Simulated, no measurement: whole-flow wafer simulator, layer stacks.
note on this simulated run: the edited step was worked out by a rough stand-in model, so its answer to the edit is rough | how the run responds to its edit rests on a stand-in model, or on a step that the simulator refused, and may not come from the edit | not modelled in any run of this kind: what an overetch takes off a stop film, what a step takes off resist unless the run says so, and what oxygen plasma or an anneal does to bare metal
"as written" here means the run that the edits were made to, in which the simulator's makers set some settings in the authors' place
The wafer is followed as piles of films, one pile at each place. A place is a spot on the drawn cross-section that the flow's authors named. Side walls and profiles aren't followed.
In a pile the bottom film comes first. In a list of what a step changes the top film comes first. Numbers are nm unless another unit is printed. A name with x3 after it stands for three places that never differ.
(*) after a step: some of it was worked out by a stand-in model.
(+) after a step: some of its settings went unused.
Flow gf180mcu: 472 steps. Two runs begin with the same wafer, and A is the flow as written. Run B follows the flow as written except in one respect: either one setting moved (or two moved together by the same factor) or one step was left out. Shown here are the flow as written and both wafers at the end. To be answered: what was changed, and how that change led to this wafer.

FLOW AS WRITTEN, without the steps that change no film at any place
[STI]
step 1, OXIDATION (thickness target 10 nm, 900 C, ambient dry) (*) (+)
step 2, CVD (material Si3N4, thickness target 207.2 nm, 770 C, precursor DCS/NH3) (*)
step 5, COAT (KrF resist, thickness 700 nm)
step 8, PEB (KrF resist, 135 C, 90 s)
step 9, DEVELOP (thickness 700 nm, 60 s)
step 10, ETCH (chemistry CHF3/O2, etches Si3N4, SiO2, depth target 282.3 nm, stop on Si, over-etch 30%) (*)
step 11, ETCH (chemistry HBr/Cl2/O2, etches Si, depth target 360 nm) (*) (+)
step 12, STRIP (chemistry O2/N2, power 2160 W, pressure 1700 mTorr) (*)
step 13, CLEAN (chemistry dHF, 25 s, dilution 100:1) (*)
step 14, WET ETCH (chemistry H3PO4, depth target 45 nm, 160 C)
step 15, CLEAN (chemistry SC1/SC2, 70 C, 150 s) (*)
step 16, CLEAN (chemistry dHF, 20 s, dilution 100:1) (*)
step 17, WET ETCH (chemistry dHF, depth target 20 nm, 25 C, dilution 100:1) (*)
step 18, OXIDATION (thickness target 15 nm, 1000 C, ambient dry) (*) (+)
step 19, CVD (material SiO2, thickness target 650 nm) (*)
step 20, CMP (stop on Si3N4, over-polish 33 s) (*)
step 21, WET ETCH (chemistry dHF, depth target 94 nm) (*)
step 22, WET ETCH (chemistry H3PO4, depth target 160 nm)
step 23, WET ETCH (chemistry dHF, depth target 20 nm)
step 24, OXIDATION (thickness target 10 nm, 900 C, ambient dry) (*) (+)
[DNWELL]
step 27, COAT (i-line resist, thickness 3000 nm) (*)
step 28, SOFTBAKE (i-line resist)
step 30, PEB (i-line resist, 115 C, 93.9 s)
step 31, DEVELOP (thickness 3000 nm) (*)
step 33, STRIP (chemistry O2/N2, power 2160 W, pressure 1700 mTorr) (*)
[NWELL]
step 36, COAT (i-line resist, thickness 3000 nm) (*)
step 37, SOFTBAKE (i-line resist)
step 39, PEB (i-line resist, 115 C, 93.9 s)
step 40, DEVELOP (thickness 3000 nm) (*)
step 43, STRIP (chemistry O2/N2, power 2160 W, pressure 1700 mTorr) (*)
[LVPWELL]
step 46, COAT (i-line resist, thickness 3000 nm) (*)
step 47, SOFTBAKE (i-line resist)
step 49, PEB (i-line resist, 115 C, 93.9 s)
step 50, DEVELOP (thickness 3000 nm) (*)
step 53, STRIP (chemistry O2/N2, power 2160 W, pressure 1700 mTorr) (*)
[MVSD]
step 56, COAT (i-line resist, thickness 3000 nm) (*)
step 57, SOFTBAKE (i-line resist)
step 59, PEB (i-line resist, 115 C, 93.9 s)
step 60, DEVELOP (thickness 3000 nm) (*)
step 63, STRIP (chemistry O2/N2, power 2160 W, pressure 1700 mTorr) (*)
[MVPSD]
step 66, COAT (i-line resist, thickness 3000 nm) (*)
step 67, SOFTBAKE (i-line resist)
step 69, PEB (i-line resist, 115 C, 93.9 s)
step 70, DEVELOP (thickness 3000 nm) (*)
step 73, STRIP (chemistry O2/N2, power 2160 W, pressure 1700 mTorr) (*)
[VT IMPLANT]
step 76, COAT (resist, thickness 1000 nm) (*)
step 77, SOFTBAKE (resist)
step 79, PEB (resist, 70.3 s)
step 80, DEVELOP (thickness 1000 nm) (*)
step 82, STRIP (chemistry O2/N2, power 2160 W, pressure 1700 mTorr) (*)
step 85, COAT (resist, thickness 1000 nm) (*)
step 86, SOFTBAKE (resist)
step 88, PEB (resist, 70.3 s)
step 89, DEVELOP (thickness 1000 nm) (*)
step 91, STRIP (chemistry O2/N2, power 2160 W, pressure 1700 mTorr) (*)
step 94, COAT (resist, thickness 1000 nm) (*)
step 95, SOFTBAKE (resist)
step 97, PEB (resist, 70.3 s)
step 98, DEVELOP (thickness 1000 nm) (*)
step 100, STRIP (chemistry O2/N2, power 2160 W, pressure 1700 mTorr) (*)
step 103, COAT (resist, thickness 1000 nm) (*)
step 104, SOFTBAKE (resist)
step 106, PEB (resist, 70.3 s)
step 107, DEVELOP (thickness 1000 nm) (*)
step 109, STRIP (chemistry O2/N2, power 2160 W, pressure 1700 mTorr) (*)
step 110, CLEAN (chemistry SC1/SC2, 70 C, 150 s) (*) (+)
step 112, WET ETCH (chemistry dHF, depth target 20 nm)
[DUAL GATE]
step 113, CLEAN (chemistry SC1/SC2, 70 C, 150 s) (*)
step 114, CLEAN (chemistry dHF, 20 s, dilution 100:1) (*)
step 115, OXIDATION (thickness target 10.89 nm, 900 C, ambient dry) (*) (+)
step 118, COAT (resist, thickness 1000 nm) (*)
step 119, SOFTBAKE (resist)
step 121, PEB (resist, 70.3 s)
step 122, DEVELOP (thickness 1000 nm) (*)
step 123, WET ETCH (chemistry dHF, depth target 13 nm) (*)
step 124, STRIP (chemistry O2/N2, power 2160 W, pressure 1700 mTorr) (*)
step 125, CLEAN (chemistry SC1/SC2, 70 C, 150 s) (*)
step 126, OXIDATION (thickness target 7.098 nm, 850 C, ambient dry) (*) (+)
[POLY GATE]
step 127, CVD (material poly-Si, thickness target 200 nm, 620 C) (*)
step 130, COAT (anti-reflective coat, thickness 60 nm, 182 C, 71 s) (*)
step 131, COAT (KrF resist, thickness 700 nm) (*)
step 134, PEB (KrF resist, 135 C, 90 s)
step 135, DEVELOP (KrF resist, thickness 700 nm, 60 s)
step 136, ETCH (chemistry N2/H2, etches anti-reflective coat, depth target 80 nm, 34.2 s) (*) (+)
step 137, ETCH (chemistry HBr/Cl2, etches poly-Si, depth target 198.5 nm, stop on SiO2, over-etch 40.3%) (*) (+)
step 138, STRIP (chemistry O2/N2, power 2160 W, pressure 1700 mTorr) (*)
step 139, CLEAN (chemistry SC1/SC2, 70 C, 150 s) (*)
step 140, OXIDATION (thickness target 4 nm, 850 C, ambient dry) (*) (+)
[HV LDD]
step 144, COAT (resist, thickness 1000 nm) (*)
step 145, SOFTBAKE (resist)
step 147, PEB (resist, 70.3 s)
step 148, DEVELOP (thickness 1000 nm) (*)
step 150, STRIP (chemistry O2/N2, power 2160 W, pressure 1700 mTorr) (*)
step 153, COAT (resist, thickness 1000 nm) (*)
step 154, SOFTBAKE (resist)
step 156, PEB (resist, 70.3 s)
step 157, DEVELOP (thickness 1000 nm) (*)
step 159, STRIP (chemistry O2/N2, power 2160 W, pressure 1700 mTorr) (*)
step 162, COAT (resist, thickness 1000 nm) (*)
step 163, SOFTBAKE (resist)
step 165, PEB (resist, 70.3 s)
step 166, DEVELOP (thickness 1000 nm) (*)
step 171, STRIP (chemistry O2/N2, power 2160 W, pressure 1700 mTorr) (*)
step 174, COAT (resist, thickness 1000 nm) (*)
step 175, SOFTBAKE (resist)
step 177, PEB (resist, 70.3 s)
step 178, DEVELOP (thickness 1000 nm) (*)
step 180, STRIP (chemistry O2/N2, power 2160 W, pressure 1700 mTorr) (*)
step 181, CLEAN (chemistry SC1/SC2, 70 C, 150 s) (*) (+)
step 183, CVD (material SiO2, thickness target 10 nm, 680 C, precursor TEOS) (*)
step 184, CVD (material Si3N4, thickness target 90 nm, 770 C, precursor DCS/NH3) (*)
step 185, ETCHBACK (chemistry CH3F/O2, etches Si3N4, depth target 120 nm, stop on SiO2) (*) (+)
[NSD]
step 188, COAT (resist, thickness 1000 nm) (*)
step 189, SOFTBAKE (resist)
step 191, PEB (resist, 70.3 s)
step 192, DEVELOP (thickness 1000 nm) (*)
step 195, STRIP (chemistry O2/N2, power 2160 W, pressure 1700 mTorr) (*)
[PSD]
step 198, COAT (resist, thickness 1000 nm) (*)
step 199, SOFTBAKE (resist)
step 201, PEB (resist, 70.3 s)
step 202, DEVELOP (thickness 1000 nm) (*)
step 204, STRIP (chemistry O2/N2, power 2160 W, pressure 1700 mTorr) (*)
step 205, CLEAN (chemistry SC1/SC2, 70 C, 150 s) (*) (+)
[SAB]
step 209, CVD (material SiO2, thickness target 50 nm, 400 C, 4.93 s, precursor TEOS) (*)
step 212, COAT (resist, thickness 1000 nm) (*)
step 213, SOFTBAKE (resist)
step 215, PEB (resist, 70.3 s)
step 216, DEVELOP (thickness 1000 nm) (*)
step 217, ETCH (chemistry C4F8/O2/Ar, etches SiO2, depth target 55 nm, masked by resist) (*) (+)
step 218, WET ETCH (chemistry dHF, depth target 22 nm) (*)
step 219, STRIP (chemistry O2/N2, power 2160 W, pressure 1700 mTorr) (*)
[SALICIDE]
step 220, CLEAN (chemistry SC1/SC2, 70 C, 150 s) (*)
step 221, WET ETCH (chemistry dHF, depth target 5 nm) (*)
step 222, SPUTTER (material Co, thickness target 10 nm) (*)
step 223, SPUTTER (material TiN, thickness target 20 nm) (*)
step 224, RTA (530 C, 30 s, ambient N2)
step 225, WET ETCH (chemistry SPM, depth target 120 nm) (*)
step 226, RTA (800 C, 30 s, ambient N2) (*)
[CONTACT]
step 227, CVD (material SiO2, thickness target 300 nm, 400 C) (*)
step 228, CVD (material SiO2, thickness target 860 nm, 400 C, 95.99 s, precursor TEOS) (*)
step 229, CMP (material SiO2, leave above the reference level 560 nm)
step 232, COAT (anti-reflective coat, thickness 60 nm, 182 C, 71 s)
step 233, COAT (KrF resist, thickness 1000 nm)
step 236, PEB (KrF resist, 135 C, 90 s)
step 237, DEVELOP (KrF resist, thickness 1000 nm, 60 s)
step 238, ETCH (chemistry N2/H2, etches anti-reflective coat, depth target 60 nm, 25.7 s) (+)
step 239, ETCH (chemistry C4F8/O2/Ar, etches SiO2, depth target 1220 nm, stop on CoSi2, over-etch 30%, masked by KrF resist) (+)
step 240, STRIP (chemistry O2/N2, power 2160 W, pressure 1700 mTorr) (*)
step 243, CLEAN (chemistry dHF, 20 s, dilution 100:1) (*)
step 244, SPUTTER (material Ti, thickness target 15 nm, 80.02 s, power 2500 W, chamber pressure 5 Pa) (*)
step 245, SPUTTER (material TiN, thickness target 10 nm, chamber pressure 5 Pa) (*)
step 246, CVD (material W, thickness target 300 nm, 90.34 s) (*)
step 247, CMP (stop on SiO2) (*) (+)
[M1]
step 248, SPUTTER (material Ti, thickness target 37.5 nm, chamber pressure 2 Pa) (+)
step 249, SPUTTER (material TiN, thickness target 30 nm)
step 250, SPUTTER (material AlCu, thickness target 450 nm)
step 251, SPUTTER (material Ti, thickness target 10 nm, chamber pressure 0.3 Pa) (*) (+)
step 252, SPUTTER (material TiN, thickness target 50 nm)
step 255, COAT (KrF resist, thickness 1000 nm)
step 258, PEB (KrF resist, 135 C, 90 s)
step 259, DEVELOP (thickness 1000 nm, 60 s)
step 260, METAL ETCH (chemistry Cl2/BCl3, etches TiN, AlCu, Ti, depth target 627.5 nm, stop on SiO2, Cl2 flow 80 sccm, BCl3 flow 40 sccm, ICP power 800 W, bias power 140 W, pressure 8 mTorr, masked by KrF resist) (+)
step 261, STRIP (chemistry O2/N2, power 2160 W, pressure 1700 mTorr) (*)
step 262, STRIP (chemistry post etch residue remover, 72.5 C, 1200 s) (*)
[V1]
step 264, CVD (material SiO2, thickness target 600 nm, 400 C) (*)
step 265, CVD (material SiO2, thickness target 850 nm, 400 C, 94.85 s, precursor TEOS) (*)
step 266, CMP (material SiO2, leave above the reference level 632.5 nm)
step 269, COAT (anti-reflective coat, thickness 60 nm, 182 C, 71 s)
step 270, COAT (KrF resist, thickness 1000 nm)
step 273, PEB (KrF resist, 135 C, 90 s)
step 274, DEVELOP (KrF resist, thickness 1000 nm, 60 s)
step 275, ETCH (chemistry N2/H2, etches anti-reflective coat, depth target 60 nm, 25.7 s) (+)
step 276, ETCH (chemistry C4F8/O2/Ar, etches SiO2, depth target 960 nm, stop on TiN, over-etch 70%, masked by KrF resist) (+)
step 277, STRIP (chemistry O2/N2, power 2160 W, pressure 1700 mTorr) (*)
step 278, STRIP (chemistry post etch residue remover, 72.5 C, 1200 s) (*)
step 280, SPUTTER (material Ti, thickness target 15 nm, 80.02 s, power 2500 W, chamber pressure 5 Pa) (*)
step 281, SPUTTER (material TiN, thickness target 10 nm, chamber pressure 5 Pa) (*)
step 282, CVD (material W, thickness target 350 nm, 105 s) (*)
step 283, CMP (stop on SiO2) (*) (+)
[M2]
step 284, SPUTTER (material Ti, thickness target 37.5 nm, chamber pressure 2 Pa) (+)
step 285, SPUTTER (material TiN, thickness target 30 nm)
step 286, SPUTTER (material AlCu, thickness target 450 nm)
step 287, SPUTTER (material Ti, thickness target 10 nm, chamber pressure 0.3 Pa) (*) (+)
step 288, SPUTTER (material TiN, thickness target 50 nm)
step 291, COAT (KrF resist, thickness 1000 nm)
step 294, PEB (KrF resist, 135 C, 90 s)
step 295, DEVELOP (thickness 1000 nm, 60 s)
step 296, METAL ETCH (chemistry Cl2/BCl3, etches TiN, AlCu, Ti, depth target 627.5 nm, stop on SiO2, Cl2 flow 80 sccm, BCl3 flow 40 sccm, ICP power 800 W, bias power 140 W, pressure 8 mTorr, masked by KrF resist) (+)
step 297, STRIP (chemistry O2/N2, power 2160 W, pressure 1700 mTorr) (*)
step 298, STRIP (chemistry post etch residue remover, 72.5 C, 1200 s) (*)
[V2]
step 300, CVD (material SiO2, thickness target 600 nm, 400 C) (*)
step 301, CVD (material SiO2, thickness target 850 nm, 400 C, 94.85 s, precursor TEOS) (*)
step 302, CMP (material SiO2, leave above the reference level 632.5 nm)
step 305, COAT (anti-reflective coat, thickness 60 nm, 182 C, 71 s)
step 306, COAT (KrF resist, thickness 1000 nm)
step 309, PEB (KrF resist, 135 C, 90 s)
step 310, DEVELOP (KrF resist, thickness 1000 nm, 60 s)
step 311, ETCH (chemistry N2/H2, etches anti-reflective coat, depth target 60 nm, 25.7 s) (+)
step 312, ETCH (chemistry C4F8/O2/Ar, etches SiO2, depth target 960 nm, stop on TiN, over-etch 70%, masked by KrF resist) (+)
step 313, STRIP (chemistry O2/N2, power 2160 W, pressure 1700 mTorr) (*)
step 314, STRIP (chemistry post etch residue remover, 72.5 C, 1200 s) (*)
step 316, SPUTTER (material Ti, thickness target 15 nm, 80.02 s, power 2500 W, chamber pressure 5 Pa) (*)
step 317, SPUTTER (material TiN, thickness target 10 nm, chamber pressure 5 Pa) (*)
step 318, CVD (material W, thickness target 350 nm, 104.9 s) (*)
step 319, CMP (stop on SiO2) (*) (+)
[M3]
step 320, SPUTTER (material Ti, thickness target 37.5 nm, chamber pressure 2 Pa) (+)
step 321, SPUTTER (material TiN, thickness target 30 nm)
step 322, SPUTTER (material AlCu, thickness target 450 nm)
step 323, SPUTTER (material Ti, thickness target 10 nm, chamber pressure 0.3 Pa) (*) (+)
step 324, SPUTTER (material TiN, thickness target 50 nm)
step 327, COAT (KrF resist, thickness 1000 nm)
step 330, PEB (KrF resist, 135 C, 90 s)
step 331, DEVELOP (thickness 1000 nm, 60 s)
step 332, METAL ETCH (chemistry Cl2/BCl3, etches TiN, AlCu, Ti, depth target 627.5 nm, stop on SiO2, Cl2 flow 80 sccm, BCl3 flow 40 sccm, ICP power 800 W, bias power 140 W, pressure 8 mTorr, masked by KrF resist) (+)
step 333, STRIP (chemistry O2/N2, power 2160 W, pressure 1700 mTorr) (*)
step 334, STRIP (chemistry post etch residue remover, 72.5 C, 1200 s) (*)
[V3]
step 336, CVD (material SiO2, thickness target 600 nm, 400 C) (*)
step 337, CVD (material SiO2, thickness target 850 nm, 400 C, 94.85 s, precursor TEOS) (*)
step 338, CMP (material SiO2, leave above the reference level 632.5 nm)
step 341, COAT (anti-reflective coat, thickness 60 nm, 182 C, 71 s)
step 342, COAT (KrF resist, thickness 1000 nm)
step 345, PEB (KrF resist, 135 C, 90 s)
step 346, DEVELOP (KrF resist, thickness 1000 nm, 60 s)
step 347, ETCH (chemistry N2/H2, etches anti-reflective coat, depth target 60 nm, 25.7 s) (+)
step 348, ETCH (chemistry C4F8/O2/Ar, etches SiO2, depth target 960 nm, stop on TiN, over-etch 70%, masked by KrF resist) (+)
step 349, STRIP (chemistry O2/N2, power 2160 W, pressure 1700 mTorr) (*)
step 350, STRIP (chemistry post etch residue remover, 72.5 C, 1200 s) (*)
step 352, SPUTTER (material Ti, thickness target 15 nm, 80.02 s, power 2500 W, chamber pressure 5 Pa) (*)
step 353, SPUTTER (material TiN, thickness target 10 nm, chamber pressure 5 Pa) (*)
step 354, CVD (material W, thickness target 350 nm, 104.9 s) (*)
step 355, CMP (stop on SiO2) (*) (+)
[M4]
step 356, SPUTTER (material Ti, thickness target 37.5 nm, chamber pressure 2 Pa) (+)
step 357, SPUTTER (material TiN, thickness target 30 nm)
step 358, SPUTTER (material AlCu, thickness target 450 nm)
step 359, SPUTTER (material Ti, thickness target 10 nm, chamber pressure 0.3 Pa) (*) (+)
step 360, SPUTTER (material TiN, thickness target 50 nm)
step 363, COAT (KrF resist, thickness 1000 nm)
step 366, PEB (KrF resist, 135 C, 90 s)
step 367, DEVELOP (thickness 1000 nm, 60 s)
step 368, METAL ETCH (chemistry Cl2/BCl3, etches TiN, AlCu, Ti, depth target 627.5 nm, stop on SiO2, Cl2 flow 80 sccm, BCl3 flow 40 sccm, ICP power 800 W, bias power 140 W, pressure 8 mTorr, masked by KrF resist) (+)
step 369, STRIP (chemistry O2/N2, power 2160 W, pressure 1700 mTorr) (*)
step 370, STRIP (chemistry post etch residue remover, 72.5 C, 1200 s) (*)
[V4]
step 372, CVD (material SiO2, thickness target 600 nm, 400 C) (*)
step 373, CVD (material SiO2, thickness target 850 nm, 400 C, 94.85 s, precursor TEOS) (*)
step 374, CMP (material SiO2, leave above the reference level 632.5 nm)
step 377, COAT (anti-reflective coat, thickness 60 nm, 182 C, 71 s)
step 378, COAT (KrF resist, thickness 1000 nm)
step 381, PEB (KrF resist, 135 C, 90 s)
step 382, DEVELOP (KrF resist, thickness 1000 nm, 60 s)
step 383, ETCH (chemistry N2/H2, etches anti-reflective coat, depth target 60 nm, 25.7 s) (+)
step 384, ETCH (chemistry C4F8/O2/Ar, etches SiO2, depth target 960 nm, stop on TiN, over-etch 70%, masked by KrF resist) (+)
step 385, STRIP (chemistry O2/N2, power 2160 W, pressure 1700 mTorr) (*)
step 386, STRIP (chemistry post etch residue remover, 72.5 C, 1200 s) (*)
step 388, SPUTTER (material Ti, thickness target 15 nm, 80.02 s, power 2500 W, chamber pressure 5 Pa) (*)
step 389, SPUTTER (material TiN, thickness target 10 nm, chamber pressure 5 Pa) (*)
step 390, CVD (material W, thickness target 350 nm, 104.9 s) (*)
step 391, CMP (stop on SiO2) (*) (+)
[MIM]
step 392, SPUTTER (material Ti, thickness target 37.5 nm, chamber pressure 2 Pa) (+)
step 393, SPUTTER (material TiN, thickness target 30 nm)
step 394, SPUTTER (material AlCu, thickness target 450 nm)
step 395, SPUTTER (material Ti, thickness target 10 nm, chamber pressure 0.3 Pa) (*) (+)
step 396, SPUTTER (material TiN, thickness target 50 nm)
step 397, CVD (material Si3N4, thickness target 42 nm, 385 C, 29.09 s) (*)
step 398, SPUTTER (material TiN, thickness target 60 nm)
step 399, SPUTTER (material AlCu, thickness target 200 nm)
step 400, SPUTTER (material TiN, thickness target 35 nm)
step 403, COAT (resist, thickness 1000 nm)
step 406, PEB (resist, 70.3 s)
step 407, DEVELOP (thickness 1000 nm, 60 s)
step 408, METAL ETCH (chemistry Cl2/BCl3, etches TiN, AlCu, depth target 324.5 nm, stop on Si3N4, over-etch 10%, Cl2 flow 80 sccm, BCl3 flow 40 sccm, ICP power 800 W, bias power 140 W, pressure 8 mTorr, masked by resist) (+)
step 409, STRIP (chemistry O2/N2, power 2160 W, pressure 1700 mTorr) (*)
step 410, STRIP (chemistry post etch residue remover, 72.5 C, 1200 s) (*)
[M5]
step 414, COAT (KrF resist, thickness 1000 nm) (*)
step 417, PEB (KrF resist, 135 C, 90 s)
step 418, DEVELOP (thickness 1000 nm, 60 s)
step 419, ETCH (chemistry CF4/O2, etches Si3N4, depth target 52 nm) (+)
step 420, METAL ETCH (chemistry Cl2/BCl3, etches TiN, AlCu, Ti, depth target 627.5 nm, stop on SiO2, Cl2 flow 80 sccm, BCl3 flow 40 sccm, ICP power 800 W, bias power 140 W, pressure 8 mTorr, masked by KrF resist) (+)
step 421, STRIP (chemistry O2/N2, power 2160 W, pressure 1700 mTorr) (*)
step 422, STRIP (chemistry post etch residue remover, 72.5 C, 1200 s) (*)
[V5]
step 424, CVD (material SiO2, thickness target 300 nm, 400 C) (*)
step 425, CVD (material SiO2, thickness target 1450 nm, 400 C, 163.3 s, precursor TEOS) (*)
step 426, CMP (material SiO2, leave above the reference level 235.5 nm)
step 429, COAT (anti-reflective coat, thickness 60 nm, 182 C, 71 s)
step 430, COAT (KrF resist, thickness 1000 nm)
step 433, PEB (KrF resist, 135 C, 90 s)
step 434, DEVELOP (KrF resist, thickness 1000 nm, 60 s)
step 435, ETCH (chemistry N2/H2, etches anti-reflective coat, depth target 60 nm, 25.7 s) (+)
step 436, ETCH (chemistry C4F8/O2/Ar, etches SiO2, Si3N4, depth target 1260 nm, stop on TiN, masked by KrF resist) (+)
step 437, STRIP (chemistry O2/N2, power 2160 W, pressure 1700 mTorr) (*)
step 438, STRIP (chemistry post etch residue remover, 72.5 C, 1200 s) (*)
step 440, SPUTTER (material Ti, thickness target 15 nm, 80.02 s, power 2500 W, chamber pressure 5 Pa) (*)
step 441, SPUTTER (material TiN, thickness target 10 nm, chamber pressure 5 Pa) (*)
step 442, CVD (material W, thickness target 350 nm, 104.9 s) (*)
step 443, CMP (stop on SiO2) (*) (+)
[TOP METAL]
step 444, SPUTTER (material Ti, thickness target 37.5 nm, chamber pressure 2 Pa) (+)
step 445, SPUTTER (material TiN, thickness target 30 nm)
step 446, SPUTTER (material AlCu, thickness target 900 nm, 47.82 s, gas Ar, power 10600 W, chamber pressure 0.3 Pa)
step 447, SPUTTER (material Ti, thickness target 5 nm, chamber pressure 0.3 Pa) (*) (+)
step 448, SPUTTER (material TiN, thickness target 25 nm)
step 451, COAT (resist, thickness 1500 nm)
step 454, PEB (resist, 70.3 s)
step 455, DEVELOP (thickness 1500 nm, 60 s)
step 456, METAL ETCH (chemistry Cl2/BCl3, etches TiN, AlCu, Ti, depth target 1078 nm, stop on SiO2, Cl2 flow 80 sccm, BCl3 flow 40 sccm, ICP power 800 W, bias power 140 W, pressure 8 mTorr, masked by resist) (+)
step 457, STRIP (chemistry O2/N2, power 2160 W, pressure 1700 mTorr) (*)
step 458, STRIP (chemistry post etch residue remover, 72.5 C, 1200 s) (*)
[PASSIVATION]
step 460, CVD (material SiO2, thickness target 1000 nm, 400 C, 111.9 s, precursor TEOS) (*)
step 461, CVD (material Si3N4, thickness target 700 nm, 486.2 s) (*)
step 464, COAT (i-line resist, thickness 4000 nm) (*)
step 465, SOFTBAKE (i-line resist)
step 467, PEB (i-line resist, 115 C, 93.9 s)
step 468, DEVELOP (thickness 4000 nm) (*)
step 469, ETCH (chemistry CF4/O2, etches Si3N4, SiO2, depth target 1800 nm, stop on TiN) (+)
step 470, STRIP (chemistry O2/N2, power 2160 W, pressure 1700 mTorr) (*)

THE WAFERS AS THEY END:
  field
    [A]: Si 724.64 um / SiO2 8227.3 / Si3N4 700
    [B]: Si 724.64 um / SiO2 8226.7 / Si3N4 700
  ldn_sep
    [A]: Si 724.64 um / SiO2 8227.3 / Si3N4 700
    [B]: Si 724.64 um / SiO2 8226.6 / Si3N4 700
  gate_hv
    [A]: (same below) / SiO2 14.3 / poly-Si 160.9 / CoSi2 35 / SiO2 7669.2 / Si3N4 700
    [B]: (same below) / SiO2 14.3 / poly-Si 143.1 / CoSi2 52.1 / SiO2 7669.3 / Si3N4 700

What caused this: step 222, SPUTTER: thickness target 14.9 nm was run, whereas the flow has thickness target 10 nm.

The path from the change to this, step by step:
  step 222, SPUTTER (material Co, thickness target 10 nm) (*)
      field, field__w7, field__w8 and 72 more: A Co gains 10 (new film) | B Co gains 14.9 (new film)
      field__w6, field_sub, field_sub__w2: A Co gains 9.95 (new film) | B Co gains 14.8 (new film)
      (and at 33 other places as well)
  step 223, SPUTTER (material TiN, thickness target 20 nm) (*)
      field__w12: A TiN gains 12 (new film) | B TiN gains 12.6 (new film)
  step 224, RTA (530 C, 30 s, ambient N2)
      gate, gate_hv, gate_p and 22 more: A under 1 film: CoSi gains 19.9 (new film), Co loses 10 (all of it), poly-Si loses 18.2 | B under 1 film: CoSi gains 29.6 (new film), Co loses 14.9 (all of it), poly-Si loses 27.1
      active, p_well, sd_n and 11 more: A under 1 film: CoSi gains 19.9 (new film), Co loses 10 (all of it), Si loses 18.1 | B under 1 film: CoSi gains 29.6 (new film), Co loses 14.9 (all of it), Si loses 27
      (and at 10 other places as well)
  step 225, WET ETCH (chemistry SPM, depth target 120 nm) (*)
      field, field__w7, field__w8 and 32 more: A TiN loses 20 (all of it), Co loses 10 (all of it) | B TiN loses 20 (all of it), Co loses 14.9 (all of it)
      field__w9, nw_enc_fld_lv__w3: A TiN loses 19.1 (all of it), Co loses 9.6 (all of it) | B TiN loses 19.1 (all of it), Co loses 14.3 (all of it)
      (and at 25 other places as well)
  step 226, RTA (800 C, 30 s, ambient N2) (*)
      gate, gate_hv, gate_p and 22 more: A CoSi2 gains 35 (new film), CoSi loses 19.9 (all of it), poly-Si loses 18.2 | B CoSi2 gains 52.1 (new film), CoSi loses 29.6 (all of it), poly-Si loses 27.1
      active, p_well, sd_n and 11 more: A CoSi2 gains 35 (new film), CoSi loses 19.9 (all of it), Si loses 18.1 | B CoSi2 gains 52.1 (new film), CoSi loses 29.6 (all of it), Si loses 27
      (and at 10 other places as well)
